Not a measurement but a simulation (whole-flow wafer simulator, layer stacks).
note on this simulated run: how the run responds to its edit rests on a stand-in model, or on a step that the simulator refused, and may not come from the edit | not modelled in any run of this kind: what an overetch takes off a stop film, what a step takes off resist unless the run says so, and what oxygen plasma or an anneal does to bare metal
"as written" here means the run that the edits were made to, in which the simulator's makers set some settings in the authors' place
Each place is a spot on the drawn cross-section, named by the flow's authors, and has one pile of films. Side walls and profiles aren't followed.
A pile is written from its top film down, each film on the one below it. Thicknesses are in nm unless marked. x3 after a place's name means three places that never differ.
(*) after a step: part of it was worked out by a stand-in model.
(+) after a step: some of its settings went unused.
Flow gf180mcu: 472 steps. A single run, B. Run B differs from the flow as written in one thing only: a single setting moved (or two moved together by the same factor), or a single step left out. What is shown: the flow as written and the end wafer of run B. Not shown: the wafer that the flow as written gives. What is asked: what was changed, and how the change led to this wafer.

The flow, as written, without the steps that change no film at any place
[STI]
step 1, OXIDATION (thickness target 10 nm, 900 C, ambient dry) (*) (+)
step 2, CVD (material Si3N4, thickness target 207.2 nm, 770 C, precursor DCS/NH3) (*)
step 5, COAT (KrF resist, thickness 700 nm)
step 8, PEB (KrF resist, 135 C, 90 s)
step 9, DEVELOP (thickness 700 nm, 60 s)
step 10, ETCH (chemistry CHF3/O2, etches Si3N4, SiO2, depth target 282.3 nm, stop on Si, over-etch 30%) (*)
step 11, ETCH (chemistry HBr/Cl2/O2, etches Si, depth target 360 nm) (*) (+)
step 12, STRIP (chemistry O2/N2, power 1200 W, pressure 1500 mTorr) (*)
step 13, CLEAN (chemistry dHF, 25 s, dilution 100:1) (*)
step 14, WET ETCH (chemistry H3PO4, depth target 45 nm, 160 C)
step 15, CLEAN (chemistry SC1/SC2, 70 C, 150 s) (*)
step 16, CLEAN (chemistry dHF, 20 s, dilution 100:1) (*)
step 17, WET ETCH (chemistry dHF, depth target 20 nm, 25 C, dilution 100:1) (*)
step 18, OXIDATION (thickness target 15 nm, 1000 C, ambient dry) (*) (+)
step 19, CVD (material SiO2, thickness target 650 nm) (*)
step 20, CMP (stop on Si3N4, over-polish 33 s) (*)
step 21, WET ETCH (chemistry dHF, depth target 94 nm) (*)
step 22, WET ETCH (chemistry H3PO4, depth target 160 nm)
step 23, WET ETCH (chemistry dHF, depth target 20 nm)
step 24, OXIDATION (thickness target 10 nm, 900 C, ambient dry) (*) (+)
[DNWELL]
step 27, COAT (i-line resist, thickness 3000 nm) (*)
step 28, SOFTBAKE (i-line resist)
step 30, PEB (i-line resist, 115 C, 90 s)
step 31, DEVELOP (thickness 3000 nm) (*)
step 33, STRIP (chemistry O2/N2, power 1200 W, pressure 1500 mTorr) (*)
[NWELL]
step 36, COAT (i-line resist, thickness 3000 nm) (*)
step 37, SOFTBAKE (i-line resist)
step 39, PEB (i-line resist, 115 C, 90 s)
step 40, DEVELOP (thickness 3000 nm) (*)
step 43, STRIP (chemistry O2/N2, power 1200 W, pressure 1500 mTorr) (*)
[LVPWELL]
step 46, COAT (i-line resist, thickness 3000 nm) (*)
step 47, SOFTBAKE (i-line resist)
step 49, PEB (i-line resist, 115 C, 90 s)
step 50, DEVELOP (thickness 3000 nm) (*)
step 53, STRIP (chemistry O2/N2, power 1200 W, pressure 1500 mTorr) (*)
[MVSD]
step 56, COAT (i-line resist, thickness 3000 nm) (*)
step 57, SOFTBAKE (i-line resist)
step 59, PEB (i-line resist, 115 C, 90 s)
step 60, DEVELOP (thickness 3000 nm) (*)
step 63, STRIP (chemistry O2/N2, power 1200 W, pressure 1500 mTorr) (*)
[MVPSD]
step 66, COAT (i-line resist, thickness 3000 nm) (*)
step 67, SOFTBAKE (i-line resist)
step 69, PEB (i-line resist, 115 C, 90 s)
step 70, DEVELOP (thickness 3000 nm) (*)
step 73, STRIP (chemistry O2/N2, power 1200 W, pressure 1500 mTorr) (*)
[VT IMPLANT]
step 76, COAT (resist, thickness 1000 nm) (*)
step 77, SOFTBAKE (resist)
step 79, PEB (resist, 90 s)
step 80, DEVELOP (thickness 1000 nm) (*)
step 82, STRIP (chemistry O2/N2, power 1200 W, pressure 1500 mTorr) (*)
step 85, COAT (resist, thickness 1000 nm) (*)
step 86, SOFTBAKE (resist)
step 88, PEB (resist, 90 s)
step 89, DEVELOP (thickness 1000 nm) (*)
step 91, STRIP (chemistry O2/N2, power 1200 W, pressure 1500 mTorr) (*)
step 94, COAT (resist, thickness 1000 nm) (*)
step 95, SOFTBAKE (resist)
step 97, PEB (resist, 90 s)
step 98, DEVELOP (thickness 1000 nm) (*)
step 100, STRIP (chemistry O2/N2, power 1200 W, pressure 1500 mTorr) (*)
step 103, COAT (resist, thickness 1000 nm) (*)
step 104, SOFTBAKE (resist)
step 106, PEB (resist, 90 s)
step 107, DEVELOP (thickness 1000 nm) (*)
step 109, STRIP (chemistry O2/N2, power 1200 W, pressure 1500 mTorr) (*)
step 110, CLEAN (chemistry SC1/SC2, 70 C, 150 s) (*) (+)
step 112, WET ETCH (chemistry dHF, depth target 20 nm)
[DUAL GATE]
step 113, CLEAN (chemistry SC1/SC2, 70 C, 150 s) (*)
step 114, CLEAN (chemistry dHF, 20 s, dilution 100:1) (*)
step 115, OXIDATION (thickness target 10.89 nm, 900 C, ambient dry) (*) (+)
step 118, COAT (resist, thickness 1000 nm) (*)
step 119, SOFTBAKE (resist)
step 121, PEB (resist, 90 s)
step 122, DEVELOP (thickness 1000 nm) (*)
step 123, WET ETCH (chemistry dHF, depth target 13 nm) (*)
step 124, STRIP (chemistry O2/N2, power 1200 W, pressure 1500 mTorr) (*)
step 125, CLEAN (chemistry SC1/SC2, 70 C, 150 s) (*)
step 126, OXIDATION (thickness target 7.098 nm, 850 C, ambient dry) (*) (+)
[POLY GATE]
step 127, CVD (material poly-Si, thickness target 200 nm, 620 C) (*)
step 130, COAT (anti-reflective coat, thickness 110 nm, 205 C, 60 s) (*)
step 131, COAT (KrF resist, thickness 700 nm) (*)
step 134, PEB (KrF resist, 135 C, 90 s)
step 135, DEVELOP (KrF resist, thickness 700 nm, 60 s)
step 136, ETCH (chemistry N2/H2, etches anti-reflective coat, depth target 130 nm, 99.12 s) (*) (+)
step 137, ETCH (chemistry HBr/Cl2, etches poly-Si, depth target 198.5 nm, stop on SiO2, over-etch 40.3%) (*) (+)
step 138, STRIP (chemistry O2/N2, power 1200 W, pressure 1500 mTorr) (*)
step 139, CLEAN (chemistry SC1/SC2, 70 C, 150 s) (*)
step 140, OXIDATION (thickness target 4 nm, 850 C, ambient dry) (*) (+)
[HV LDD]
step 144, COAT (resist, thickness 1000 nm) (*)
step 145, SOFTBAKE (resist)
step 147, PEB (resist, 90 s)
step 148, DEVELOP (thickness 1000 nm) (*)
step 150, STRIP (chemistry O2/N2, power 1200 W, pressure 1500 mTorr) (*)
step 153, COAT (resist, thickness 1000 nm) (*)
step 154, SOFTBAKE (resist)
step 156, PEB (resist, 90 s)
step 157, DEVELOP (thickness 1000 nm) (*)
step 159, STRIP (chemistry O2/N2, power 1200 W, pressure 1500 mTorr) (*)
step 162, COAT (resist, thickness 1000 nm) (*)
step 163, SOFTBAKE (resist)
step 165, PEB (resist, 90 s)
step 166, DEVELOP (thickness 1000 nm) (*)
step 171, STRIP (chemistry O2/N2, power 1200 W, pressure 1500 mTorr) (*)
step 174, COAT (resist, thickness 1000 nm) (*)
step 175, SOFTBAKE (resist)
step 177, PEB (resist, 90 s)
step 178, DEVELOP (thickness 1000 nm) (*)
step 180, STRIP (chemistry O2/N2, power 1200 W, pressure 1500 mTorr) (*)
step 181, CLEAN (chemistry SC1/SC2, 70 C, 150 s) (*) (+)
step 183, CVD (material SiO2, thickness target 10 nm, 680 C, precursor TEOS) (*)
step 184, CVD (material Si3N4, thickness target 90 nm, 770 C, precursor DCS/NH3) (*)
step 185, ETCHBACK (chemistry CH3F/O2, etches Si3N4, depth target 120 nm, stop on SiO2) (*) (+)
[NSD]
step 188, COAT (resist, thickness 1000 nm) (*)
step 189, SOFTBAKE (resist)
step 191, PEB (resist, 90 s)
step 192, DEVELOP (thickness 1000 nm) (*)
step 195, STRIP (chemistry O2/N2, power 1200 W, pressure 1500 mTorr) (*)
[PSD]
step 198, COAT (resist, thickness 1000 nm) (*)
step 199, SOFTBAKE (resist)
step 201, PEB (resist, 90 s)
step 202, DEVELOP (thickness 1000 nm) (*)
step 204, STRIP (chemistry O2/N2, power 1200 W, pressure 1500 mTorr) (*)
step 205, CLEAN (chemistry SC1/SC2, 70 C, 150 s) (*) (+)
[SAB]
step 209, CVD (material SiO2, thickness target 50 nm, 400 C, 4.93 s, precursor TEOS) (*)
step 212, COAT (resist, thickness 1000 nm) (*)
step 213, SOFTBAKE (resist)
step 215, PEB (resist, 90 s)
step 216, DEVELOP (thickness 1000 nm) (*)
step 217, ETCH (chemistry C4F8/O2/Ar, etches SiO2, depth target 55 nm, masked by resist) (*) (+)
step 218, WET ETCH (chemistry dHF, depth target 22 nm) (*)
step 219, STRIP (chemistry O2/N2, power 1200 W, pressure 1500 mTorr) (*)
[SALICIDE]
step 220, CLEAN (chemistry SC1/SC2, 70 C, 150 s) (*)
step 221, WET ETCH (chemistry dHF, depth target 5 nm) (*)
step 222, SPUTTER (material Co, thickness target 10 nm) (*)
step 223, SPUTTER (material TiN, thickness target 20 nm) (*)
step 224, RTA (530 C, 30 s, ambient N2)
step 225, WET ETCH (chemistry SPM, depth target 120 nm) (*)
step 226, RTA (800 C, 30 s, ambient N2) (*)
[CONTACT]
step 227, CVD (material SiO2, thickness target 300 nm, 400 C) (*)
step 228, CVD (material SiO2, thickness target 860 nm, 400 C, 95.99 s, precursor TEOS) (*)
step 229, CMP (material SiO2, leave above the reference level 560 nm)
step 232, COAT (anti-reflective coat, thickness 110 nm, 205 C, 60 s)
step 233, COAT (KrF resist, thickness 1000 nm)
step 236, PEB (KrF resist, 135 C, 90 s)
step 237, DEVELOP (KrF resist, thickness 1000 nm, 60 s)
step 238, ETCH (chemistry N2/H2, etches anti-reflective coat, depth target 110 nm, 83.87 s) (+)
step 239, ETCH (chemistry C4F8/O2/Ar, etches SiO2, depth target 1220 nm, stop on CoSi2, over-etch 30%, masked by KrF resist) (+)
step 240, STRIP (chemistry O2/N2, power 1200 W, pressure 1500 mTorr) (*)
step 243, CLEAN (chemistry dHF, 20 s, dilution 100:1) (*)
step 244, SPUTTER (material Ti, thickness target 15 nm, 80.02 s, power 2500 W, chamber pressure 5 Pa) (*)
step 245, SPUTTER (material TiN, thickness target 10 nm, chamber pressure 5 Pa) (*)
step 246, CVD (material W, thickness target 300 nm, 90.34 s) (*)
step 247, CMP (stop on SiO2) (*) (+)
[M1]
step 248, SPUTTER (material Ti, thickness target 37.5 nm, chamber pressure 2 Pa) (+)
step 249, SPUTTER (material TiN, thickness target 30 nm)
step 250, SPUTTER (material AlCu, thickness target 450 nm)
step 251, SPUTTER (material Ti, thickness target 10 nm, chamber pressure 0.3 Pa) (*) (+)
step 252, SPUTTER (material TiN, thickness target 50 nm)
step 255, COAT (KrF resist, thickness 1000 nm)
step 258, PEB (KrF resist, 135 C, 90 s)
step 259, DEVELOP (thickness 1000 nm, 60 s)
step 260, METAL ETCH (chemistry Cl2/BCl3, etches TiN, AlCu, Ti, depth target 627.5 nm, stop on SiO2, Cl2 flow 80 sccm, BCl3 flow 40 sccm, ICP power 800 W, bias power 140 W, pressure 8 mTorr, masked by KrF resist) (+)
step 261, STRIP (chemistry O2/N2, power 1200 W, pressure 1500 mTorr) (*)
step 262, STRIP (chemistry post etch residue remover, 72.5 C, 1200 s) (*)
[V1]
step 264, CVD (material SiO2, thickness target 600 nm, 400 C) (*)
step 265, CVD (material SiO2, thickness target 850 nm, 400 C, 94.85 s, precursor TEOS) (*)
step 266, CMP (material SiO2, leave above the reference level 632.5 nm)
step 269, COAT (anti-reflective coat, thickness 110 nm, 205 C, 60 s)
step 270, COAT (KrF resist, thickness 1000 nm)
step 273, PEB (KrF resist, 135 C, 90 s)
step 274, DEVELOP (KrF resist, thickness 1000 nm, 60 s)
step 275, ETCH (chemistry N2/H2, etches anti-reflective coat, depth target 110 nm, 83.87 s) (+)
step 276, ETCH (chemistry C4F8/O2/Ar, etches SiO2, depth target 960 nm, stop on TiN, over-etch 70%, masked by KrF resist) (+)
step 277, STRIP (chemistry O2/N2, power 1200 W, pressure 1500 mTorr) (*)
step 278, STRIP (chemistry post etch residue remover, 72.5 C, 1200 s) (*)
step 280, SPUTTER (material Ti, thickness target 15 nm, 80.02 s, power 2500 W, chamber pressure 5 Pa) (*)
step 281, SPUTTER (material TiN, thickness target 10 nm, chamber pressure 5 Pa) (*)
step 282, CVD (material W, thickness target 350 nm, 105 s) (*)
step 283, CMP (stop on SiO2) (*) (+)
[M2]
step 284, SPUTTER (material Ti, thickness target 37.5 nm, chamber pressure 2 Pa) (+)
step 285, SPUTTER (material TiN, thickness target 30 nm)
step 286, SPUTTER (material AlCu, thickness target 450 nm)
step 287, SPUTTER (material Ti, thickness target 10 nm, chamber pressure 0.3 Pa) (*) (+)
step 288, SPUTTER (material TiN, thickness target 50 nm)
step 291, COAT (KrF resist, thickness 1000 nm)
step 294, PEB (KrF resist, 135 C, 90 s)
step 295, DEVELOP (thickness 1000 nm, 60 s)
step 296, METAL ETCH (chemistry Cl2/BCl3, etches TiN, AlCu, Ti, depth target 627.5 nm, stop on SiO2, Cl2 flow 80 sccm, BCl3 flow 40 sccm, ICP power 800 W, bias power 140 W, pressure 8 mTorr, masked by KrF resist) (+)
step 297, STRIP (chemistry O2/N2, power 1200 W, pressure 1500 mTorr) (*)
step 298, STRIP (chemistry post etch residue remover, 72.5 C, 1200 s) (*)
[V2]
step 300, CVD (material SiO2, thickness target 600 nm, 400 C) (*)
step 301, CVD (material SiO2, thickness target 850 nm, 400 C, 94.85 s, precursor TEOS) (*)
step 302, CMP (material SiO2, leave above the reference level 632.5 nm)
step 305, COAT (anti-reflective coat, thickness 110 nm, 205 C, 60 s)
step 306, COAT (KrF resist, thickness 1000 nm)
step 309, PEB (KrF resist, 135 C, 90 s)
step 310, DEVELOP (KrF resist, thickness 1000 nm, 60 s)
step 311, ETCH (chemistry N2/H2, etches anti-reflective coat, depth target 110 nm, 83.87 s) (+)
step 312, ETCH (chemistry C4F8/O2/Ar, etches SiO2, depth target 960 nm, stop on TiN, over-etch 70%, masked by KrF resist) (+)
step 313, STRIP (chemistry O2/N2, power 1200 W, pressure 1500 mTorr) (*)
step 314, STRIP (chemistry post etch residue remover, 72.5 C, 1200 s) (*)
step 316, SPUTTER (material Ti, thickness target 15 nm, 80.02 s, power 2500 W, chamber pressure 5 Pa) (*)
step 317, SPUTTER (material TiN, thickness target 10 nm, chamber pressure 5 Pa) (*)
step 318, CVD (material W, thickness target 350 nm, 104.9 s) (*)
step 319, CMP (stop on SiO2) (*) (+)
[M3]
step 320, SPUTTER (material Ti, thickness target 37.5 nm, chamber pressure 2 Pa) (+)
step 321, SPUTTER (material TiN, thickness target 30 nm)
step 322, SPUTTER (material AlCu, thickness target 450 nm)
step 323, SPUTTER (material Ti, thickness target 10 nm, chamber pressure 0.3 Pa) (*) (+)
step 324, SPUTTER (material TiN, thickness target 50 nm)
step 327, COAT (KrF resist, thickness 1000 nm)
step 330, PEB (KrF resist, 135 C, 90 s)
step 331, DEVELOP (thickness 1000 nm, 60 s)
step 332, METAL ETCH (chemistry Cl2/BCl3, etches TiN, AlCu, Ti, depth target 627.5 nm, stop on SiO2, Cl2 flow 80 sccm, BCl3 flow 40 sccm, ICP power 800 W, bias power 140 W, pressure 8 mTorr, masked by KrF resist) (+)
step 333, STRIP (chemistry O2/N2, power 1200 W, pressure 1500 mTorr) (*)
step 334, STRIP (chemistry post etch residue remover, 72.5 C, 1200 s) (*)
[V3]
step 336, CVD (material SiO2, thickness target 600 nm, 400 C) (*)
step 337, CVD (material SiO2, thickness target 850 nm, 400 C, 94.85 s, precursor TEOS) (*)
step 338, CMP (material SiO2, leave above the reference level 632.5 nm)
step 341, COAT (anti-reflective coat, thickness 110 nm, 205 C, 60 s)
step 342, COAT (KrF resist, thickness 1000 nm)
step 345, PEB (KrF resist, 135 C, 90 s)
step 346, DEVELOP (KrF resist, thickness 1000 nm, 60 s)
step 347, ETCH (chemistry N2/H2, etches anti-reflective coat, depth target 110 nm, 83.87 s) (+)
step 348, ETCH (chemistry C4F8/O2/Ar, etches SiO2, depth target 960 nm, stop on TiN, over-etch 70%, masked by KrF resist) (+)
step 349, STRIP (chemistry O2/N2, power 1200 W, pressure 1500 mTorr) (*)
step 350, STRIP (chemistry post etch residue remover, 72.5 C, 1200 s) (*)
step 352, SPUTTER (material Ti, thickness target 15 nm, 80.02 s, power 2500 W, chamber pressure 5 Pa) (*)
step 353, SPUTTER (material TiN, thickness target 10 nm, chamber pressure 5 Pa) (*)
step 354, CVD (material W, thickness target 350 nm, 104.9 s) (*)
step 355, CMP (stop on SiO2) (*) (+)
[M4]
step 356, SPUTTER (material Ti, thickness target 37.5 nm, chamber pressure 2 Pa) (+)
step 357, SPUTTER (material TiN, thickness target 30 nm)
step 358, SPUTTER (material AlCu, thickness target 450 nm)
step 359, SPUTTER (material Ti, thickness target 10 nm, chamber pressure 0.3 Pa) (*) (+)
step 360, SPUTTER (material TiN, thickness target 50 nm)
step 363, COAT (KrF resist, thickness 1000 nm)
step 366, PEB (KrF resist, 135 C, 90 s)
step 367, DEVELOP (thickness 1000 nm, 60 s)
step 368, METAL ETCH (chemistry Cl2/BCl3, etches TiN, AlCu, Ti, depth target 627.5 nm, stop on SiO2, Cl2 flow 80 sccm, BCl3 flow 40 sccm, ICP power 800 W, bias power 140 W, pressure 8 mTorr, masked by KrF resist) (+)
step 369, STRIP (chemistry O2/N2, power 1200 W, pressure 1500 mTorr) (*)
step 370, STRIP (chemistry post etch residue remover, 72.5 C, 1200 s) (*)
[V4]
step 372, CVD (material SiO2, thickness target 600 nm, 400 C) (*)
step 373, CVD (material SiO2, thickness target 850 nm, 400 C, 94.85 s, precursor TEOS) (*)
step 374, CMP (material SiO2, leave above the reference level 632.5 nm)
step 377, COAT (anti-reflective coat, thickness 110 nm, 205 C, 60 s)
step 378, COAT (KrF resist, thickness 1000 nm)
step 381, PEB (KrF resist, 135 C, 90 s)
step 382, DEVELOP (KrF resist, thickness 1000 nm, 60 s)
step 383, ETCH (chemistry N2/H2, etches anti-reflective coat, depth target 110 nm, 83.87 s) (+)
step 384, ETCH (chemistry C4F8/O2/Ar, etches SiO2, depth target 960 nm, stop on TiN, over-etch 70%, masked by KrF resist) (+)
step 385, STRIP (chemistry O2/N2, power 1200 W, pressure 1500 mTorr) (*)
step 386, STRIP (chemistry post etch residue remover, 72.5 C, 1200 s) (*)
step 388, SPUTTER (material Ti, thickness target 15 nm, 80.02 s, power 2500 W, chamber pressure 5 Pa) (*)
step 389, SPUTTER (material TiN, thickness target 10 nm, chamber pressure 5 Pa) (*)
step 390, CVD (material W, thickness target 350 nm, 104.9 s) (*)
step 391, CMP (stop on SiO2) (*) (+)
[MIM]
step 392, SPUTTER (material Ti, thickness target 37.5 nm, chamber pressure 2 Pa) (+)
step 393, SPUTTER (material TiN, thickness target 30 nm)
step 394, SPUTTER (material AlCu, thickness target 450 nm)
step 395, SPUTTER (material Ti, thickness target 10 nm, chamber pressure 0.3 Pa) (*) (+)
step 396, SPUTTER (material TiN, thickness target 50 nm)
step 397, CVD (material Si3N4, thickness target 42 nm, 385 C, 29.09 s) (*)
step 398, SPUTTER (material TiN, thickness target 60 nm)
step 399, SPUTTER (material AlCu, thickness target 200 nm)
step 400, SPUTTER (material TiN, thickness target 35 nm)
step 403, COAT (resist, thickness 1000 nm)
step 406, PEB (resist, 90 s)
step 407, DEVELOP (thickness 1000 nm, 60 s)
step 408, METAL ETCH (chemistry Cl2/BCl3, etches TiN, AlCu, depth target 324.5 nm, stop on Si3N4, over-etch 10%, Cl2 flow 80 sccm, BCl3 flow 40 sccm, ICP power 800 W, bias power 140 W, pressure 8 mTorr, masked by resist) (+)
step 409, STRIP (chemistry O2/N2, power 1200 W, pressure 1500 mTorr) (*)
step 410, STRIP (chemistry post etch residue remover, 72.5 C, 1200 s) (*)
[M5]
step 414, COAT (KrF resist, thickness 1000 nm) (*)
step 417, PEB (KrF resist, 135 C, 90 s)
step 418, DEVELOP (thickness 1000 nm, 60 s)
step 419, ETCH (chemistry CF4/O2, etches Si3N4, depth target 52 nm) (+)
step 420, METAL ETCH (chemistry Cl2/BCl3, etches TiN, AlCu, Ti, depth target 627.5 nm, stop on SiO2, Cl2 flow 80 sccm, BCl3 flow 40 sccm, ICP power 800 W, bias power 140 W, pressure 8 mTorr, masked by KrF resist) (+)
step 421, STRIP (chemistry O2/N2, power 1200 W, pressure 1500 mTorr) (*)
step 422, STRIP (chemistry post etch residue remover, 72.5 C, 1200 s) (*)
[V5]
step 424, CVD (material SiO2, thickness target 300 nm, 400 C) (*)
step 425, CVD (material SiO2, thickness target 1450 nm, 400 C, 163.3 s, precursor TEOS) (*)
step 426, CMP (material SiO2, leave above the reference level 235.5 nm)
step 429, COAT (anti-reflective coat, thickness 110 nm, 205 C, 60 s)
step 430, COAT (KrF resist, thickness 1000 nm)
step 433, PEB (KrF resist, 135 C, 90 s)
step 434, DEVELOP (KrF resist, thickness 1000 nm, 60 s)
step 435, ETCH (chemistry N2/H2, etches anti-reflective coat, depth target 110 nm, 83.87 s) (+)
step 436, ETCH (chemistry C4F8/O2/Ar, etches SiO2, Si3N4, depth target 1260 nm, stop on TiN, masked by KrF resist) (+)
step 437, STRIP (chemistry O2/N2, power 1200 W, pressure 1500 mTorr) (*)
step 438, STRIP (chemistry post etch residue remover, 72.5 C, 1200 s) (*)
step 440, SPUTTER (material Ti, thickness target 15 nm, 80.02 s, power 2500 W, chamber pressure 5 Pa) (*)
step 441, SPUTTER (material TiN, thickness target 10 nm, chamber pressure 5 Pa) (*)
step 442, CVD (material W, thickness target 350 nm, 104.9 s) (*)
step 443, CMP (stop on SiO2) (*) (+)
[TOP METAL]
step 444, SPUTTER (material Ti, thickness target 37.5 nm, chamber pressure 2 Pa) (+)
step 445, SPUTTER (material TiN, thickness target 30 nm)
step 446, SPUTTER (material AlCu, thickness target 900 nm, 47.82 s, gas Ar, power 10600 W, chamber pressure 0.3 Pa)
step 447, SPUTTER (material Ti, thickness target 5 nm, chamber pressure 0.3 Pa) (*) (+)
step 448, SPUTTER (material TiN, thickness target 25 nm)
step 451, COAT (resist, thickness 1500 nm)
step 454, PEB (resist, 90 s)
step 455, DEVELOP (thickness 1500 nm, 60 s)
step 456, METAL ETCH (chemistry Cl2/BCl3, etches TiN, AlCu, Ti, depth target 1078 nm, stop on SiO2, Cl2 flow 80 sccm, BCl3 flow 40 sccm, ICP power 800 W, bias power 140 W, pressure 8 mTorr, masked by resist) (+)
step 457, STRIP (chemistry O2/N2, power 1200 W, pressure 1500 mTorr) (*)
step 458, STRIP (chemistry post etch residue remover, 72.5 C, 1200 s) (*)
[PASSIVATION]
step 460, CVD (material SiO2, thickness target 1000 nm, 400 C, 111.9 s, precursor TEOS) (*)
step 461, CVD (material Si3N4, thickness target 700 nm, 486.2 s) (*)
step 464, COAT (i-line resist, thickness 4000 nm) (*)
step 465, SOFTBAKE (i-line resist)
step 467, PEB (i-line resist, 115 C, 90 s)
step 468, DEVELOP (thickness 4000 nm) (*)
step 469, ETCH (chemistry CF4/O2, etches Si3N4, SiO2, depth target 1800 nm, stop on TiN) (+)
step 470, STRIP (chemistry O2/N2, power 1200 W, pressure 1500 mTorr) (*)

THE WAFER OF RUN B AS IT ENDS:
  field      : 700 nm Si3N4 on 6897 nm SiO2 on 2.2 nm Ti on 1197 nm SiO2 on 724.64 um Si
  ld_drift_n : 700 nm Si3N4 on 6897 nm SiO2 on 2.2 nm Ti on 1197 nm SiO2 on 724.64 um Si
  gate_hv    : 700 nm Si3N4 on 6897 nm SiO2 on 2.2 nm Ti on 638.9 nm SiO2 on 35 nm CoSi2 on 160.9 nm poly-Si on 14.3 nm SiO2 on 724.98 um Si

Cause: step 250, SPUTTER: thickness target 319 nm was run, whereas the flow has thickness target 450 nm; step 260, METAL ETCH: depth target 444.3 nm was run, where the flow has depth target 627.5 nm.

Step by step, how the change led to this:
  step 250, SPUTTER (material AlCu, thickness target 450 nm)
      field, field__w1, field__w2 and 108 more: AlCu gains 319 (new film) (it would be, as written: AlCu gains 450 (new film))
  step 260, METAL ETCH (chemistry Cl2/BCl3, etches TiN, AlCu, Ti, depth target 627.5 nm, stop on SiO2, Cl2 flow 80 sccm, BCl3 flow 40 sccm, ICP power 800 W, bias power 140 W, pressure 8 mTorr, masked by KrF resist) (+)
      field, field__w1, field__w2 and 99 more: TiN loses 50 (all of it), Ti loses 10 (all of it), AlCu loses 319 (all of it), TiN loses 30 (all of it), Ti loses 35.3 (it would be, as written: TiN loses 50 (all of it), Ti loses 10 (all of it), AlCu loses 450 (all of it), TiN loses 30 (all of it), Ti loses 37.5 (all of it))
      field__w8, contact, m1 and 6 more: KrF resist loses 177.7 (it would be, as written: KrF resist loses 251)
  step 261, STRIP (chemistry O2/N2, power 1200 W, pressure 1500 mTorr) (*)
      field__w8, contact, m1 and 6 more: KrF resist loses 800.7 (all of it) (it would be, as written: KrF resist loses 727.4 (all of it))
  step 264, CVD (material SiO2, thickness target 600 nm, 400 C) (*)
      field, field__w1, field__w2 and 99 more: SiO2 gains 600 (new film) (it would be, as written: SiO2 gains 600)
  step 266, CMP (material SiO2, leave above the reference level 632.5 nm)
      field, field__w1, field__w2 and 99 more: SiO2 loses 433.2 (it would be, as written: SiO2 loses 300)
With metal films that touch counted as one body, field has 1 body; the flow as written gives 0 bodies.
With metal films that touch counted as one body, ld_drift_n has 1 body; the flow as written gives 0 bodies.
With metal films that touch counted as one body, gate_hv has 2 bodies (between them, from the top down: SiO2 638.9); the flow as written gives 1 body.
